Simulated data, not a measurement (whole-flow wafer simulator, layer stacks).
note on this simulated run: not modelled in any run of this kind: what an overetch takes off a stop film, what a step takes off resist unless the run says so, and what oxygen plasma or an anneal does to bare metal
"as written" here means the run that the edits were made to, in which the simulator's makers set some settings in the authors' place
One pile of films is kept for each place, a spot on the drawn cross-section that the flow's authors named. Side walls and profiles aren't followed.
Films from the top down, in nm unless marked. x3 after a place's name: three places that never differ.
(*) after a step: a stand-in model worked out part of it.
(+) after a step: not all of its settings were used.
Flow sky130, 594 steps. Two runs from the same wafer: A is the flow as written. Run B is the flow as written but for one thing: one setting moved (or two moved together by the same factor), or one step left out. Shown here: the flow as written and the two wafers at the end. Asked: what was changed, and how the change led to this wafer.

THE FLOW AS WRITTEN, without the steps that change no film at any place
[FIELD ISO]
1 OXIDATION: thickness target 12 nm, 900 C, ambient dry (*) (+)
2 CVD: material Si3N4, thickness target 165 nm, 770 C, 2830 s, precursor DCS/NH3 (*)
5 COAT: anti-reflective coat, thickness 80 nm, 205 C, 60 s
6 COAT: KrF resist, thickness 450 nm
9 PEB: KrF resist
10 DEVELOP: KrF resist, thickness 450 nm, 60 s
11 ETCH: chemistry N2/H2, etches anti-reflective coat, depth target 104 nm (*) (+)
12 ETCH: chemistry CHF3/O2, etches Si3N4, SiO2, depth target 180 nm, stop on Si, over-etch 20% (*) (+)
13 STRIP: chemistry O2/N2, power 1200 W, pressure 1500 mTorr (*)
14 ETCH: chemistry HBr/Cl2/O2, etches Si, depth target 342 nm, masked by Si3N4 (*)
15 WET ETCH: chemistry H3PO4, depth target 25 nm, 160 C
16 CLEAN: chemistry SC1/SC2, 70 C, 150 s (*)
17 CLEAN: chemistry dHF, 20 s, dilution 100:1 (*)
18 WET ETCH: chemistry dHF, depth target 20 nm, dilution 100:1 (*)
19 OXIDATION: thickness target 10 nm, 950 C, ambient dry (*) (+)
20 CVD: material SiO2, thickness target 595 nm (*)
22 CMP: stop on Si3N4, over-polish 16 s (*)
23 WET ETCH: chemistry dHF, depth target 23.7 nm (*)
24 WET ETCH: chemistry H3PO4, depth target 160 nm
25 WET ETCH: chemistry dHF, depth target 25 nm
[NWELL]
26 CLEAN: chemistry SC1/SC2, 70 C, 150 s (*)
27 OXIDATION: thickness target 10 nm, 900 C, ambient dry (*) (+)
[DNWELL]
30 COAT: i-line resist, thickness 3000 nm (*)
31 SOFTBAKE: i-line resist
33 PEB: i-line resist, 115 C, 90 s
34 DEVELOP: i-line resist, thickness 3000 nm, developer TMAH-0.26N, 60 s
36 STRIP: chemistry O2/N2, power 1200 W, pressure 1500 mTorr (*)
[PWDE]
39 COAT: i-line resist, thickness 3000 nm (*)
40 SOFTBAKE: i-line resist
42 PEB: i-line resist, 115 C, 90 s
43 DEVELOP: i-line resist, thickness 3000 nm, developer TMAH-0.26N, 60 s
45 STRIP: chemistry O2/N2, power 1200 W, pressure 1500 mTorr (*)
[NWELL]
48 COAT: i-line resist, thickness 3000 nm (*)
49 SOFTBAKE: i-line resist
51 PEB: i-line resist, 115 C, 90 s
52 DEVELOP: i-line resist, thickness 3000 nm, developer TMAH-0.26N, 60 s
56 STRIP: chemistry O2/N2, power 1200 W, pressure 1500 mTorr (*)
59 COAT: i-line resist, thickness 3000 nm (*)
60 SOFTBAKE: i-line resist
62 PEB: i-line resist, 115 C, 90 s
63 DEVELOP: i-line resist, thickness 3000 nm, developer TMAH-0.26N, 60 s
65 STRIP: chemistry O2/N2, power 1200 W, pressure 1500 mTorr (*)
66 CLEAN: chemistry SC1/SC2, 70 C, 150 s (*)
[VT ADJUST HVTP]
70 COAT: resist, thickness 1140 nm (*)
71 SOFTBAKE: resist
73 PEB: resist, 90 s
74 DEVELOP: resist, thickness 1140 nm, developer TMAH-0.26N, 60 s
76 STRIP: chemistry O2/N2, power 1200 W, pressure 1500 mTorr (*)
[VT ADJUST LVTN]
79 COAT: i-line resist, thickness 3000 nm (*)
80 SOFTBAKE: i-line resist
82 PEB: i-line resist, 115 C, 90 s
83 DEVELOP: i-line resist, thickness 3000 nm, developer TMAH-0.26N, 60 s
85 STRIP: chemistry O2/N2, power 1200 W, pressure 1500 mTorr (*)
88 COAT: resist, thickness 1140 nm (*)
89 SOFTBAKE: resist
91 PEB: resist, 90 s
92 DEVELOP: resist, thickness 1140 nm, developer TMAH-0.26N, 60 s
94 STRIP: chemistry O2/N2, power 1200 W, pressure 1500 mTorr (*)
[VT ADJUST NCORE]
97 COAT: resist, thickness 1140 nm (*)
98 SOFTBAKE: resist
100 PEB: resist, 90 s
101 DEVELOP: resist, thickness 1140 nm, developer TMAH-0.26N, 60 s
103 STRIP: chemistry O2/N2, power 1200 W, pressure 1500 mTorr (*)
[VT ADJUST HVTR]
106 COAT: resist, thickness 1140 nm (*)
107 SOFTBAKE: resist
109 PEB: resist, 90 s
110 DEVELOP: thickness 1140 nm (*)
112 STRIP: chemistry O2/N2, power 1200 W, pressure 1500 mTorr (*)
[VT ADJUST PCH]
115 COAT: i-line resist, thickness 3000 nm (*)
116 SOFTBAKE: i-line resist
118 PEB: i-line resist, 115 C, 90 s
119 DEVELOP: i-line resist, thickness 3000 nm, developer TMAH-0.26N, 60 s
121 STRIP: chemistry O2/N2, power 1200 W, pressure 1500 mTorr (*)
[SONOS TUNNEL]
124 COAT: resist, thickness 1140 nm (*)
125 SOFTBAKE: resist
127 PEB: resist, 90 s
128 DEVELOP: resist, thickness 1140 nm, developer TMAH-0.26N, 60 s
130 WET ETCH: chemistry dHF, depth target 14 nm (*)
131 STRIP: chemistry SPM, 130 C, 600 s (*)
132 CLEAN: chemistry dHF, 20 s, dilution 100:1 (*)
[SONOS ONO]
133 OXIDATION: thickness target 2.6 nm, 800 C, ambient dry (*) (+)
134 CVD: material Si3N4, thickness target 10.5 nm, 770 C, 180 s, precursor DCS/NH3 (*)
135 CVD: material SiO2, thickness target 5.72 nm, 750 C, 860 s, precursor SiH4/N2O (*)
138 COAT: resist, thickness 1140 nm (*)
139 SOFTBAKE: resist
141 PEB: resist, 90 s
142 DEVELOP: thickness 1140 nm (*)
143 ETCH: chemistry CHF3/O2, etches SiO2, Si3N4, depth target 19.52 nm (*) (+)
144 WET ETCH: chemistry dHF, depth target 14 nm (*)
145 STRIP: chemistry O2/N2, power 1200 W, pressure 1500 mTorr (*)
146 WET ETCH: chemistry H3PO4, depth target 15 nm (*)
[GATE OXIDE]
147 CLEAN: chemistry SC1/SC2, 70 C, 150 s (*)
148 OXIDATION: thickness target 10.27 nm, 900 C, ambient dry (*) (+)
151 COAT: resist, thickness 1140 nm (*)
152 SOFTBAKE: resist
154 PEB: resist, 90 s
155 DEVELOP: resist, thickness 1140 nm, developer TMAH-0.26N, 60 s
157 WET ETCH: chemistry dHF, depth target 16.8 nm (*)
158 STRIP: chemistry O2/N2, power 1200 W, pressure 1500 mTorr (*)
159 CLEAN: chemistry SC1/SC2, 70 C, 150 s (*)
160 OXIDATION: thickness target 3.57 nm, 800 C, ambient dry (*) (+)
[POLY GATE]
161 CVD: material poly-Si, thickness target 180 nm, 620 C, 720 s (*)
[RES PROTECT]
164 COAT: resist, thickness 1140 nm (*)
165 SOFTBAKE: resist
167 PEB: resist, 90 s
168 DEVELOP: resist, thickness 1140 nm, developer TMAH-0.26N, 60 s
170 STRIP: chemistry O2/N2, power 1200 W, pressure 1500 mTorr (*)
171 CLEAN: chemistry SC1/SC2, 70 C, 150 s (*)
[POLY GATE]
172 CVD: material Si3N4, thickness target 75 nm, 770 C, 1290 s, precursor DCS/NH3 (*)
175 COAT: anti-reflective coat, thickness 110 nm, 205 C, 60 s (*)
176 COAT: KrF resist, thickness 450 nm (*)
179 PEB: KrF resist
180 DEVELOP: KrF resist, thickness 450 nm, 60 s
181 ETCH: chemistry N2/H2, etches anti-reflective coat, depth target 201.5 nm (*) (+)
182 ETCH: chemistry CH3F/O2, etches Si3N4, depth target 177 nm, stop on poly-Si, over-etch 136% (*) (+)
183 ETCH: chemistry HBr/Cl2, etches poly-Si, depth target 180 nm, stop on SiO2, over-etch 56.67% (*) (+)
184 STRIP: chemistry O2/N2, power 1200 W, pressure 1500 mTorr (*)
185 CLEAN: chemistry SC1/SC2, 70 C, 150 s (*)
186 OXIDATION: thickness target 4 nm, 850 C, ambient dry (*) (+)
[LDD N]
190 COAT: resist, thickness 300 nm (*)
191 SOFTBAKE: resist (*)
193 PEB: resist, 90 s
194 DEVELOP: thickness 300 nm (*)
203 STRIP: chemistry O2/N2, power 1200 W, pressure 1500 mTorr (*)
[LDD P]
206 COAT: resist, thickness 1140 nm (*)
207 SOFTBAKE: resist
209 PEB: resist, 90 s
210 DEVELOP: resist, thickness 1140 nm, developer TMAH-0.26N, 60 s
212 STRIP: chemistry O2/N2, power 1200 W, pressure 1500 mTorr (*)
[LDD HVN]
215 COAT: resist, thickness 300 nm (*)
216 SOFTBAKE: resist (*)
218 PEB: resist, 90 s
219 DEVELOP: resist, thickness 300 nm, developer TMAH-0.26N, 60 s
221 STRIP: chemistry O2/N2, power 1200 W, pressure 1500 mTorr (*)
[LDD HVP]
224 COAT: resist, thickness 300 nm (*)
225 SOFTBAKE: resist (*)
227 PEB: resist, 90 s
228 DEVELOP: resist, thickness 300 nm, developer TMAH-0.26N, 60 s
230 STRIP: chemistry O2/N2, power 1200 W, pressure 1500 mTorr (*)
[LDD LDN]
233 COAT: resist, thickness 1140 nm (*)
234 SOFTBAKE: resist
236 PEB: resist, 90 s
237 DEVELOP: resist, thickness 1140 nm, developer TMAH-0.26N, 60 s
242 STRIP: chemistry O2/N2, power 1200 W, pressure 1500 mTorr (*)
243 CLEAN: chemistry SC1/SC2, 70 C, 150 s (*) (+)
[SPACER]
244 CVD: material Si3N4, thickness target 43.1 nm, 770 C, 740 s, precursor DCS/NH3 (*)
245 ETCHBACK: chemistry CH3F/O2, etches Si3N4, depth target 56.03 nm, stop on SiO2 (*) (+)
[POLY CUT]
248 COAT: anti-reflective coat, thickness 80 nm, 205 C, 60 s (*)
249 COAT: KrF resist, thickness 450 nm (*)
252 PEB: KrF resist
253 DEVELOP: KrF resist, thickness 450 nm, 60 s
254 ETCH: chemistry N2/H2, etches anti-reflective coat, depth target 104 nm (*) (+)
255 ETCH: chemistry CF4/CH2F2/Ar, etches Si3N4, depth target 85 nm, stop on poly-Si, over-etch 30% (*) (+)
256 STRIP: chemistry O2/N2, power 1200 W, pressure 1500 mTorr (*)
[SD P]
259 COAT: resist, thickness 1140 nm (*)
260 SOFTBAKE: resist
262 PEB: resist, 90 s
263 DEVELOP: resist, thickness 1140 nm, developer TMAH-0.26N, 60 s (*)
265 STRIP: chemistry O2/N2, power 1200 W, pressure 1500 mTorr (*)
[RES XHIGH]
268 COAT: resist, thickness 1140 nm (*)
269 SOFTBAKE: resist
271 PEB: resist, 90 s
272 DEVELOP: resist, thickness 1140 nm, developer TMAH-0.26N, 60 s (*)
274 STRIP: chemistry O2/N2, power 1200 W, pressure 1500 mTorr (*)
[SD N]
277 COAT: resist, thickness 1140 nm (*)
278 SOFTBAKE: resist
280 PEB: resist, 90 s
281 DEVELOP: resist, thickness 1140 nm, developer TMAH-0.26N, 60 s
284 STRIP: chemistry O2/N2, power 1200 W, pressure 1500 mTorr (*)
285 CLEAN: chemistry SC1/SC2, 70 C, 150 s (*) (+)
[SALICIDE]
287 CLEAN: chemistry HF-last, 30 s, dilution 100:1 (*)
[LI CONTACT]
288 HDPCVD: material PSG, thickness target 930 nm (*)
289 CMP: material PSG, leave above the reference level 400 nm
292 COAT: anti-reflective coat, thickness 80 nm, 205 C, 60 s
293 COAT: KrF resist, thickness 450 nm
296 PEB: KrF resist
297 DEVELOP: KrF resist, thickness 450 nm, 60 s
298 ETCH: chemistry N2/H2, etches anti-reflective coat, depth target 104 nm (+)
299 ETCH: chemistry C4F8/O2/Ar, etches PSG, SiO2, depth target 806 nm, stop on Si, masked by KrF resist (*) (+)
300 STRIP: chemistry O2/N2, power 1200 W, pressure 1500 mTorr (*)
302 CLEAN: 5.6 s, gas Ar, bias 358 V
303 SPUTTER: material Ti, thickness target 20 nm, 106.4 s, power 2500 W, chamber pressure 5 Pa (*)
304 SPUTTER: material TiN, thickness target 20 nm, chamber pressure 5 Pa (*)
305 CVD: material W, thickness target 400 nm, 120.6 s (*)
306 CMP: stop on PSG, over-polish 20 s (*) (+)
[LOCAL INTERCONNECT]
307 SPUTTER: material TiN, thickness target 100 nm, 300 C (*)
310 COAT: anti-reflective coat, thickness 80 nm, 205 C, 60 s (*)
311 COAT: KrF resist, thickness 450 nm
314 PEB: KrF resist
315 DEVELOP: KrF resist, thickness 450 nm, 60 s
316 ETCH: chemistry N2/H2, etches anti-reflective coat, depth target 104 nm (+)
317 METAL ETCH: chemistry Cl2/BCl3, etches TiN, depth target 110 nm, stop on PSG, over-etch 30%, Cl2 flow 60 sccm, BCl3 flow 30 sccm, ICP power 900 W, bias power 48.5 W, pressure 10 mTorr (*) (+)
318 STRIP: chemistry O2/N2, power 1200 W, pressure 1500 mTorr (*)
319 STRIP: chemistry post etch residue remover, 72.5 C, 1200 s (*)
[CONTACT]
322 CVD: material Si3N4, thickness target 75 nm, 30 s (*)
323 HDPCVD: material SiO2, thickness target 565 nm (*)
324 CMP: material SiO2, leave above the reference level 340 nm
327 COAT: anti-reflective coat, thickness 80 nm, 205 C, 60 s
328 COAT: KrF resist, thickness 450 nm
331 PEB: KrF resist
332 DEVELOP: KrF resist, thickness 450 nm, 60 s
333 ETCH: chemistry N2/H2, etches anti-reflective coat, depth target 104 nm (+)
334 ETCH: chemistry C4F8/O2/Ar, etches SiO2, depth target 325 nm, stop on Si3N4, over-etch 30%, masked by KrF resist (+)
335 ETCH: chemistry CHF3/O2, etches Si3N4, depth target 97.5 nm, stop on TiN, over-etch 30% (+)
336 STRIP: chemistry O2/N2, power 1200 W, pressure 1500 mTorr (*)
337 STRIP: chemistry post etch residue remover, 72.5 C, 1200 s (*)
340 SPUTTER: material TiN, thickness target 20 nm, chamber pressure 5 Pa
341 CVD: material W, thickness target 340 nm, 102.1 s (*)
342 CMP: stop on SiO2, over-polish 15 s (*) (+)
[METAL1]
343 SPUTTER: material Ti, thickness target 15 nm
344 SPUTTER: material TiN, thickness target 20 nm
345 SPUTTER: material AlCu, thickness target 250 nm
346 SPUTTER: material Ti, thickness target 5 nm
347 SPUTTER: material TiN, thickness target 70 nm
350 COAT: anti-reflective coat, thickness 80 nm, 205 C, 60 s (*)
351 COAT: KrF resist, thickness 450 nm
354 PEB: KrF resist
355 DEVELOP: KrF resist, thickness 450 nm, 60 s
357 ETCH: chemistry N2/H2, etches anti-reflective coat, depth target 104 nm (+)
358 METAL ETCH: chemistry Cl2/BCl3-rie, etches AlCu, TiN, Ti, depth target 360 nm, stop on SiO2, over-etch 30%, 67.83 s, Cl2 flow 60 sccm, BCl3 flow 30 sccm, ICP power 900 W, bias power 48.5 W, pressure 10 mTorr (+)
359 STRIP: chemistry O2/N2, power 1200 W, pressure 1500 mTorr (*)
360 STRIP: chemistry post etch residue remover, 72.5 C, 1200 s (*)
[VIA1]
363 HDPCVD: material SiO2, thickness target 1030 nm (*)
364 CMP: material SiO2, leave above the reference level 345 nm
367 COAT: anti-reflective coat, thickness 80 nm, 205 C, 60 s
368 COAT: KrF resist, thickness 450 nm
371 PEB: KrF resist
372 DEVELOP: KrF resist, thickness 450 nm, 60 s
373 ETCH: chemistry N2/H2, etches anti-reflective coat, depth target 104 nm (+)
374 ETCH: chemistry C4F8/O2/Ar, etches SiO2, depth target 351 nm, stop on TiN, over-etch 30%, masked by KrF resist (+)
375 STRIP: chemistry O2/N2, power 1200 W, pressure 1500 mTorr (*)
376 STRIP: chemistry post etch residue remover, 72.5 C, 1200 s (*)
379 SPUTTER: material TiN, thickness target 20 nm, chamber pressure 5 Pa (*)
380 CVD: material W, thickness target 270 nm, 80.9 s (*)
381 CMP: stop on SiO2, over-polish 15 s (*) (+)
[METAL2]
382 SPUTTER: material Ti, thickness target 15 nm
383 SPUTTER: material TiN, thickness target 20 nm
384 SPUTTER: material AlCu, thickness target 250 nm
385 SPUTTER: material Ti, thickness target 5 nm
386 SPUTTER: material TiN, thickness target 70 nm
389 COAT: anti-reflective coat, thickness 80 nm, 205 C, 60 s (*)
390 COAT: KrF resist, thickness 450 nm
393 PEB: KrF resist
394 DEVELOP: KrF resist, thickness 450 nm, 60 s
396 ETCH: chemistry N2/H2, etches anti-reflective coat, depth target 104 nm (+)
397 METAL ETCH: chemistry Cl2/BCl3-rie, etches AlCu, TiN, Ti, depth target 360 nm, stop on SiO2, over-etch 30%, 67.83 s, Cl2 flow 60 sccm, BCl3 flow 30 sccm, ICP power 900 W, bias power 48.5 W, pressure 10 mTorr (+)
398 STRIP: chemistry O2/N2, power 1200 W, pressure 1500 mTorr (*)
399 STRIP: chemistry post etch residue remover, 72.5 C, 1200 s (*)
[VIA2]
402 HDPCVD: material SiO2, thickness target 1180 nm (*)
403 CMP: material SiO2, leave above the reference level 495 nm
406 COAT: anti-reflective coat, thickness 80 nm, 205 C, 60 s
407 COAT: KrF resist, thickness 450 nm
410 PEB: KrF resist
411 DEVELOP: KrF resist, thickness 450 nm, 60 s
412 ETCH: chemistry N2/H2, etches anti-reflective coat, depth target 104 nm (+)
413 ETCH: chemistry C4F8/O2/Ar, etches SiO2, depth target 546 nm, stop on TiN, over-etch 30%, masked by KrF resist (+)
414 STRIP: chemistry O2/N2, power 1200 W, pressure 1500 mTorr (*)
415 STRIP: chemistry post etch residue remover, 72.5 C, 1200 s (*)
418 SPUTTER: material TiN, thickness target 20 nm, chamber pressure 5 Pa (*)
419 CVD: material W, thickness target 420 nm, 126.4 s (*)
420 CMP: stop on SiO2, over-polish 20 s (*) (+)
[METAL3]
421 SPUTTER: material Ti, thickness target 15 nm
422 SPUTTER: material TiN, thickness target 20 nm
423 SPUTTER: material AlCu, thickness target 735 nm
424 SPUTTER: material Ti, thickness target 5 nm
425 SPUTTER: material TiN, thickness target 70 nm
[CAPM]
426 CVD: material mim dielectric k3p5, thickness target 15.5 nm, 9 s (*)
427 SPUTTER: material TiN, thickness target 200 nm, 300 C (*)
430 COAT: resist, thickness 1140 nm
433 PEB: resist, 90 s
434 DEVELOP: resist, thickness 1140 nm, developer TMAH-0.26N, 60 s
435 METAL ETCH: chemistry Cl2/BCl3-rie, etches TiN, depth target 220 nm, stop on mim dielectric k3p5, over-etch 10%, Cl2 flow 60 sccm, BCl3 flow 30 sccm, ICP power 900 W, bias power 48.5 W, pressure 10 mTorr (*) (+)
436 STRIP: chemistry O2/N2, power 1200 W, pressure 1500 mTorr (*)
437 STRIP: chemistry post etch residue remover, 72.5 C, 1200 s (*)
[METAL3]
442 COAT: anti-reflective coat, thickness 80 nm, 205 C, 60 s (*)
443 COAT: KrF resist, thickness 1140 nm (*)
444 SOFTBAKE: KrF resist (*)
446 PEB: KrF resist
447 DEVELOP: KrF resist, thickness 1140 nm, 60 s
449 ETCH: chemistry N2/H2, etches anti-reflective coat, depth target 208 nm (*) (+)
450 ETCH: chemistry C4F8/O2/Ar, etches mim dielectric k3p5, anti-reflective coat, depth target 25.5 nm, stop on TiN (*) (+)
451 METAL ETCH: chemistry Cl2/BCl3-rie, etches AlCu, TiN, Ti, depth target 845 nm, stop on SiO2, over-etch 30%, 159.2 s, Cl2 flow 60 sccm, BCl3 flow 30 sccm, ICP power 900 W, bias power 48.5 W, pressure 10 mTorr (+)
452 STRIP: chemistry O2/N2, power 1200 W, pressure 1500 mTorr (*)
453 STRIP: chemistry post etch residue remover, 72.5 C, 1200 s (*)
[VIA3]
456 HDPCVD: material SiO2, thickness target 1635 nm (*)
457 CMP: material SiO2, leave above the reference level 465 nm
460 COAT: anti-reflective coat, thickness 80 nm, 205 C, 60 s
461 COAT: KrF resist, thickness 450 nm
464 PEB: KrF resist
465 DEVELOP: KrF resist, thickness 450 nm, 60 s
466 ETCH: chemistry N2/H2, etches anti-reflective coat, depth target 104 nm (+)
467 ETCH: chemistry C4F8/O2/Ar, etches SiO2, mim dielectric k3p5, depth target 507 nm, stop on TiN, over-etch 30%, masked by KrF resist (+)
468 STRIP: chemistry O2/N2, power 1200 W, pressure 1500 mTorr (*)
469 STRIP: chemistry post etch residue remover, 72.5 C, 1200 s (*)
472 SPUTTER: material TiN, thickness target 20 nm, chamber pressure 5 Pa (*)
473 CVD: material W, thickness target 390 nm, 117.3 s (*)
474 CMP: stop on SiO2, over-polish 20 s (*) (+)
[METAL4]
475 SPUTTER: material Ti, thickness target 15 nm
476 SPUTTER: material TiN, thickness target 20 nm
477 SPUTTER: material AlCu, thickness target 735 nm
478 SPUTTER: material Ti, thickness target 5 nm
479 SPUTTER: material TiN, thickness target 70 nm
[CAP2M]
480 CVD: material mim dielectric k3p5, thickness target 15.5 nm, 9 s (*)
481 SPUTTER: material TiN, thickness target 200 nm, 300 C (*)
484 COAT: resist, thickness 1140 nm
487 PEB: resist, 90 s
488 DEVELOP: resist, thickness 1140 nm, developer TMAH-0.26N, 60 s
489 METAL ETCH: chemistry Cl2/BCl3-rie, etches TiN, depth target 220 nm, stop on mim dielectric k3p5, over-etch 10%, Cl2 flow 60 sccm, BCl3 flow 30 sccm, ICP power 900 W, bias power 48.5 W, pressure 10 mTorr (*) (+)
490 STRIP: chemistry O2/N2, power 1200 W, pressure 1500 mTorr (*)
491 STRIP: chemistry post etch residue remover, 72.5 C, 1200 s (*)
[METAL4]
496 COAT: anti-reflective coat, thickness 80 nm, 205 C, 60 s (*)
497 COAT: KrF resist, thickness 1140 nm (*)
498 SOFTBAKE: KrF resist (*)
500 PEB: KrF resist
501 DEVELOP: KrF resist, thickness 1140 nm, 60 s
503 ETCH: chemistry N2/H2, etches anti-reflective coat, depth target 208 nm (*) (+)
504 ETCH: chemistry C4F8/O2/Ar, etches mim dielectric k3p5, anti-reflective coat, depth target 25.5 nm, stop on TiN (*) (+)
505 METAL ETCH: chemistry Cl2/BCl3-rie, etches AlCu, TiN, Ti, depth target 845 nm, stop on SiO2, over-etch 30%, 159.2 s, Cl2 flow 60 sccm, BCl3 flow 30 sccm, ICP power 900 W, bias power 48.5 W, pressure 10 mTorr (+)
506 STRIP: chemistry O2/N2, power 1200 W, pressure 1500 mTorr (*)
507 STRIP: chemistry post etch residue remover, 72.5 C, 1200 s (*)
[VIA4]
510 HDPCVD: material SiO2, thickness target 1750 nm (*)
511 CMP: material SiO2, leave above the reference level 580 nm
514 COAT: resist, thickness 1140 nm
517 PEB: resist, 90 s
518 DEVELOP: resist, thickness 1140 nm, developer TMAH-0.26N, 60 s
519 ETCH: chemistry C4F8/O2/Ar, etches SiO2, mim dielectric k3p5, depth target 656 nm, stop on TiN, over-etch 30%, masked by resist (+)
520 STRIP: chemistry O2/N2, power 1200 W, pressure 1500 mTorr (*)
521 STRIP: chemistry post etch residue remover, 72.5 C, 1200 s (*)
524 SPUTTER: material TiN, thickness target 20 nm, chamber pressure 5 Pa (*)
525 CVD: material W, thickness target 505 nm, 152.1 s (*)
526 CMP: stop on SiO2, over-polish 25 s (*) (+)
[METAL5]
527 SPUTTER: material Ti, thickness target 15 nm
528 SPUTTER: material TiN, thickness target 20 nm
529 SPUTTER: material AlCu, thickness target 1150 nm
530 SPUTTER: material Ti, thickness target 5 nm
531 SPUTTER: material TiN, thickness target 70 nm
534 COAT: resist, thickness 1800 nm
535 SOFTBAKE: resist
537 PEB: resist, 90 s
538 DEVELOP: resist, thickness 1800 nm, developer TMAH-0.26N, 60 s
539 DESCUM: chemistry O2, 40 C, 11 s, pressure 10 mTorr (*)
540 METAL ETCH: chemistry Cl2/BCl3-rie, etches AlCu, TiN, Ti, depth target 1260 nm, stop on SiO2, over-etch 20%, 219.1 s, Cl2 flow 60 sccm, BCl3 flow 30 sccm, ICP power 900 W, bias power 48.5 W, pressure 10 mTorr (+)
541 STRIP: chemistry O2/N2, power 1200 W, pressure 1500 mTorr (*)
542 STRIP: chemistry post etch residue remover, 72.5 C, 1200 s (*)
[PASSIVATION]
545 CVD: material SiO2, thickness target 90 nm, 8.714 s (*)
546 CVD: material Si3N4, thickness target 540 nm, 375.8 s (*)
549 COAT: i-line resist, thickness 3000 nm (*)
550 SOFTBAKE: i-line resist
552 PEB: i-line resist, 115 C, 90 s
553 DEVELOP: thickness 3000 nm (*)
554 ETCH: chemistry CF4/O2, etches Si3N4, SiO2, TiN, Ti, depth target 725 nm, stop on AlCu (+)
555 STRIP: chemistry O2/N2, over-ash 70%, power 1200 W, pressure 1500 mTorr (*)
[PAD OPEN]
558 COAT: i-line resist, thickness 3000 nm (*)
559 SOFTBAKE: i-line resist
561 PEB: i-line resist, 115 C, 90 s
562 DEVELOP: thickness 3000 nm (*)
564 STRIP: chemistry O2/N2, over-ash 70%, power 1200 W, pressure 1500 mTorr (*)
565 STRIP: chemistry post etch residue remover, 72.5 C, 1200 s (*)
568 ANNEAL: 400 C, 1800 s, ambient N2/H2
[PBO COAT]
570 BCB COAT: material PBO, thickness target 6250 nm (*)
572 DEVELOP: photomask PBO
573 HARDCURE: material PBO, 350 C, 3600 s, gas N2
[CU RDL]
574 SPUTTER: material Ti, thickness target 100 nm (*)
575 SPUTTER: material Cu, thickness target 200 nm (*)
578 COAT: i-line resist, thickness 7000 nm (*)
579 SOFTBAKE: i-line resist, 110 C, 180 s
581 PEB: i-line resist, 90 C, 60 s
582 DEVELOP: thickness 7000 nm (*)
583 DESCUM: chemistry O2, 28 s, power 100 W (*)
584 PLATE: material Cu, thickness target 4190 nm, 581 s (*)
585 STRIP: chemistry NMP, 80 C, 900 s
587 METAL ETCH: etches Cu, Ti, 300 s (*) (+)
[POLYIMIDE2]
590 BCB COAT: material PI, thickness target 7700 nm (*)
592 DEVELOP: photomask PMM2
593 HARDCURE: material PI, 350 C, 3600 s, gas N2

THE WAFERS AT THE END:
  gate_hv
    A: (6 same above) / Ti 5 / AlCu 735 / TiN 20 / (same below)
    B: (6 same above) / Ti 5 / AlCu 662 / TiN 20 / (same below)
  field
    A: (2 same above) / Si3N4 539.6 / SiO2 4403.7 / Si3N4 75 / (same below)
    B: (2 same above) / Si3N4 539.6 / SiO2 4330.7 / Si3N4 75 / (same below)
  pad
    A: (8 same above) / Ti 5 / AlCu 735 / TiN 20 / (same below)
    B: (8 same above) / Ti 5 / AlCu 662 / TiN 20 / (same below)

The cause: step 477, SPUTTER: thickness target 662 nm was run, where the flow has thickness target 735 nm.
It can be read off the wafer: gate_hv has AlCu 662, and step 477 as written asks for 735 nm.

How the change led to this, step by step:
  477 SPUTTER: material AlCu, thickness target 735 nm
      field, active, n_well and 189 more: A AlCu +735 (new film) | B AlCu +662 (new film)
  505 METAL ETCH: chemistry Cl2/BCl3-rie, etches AlCu, TiN, Ti, depth target 845 nm, stop on SiO2, over-etch 30%, 159.2 s, Cl2 flow 60 sccm, BCl3 flow 30 sccm, ICP power 900 W, bias power 48.5 W, pressure 10 mTorr (+)
      field, active, gate and 66 more: A TiN -70 (all of it), Ti -5 (all of it), AlCu -735 (all of it), TiN -20 (all of it), Ti -15 (all of it), SiO2 -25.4 | B TiN -70 (all of it), Ti -5 (all of it), AlCu -662 (all of it), TiN -20 (all of it), Ti -15 (all of it), SiO2 -32.7
      vpp_iso1, m1_ln, rpo_hd and 6 more: A TiN -70 (all of it), Ti -5 (all of it), AlCu -735 (all of it), TiN -20 (all of it), Ti -15 (all of it), SiO2 -25.3 | B TiN -70 (all of it), Ti -5 (all of it), AlCu -662 (all of it), TiN -20 (all of it), Ti -15 (all of it), SiO2 -32.6
      (and at 10 more places)
  511 CMP: material SiO2, leave above the reference level 580 nm
      field, active, gate and 72 more: A SiO2 -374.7 | B SiO2 -440.3
      vpp_l1ln, rpo_hd, rpm_encl, rpm_encl_psd, iso_guard_nsd_tip: A SiO2 -374.6 | B SiO2 -440.4
      (and at 8 more places)
